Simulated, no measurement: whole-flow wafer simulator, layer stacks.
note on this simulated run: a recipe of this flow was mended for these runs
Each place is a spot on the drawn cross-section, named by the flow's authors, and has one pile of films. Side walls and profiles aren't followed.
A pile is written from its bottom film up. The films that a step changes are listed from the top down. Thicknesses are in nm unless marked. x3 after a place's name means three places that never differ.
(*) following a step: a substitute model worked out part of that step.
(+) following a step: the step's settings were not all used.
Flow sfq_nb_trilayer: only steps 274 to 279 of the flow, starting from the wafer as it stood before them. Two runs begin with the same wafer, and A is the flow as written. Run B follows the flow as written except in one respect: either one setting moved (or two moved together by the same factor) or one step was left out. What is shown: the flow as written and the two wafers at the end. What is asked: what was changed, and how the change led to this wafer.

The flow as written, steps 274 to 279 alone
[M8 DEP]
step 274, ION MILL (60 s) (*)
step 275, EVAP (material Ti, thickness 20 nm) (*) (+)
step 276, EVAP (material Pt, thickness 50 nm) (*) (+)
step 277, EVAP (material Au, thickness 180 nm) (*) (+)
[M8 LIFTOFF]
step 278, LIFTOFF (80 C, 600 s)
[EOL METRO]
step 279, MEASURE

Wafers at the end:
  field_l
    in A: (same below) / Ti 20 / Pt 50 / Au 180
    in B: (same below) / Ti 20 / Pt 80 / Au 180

Cause: step 276, EVAP: thickness 80 nm was run, though the flow has thickness 50 nm.
One can read it off the wafer: field_l has Pt 80, and step 276 as written asks for 50 nm.

How this came from the change, step by step:
  step 276, EVAP (material Pt, thickness 50 nm) (*) (+)
      field_l, v_sur x3, via_wl x2 and 100 more: A +50 Pt (new film) | B +80 Pt (new film)
  step 278, LIFTOFF (80 C, 600 s)
      p4_fl x5, p4_w1 x9, p3_s0 x11 and 49 more: A -180 Au (all of it), -50 Pt (all of it), -20 Ti (all of it), -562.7 KrF-resist-other-grade (all of it), -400 lift-off-underlayer (all of it) | B -180 Au (all of it), -80 Pt (all of it), -20 Ti (all of it), -562.7 KrF-resist-other-grade (all of it), -400 lift-off-underlayer (all of it)
      r_sur, res, r_end: A -180 Au (all of it), -50 Pt (all of it), -20 Ti (all of it), -559.9 KrF-resist-other-grade (all of it), -399.5 lift-off-underlayer (all of it) | B -180 Au (all of it), -80 Pt (all of it), -20 Ti (all of it), -559.9 KrF-resist-other-grade (all of it), -399.5 lift-off-underlayer (all of it)
      (as well as at 18 more places)
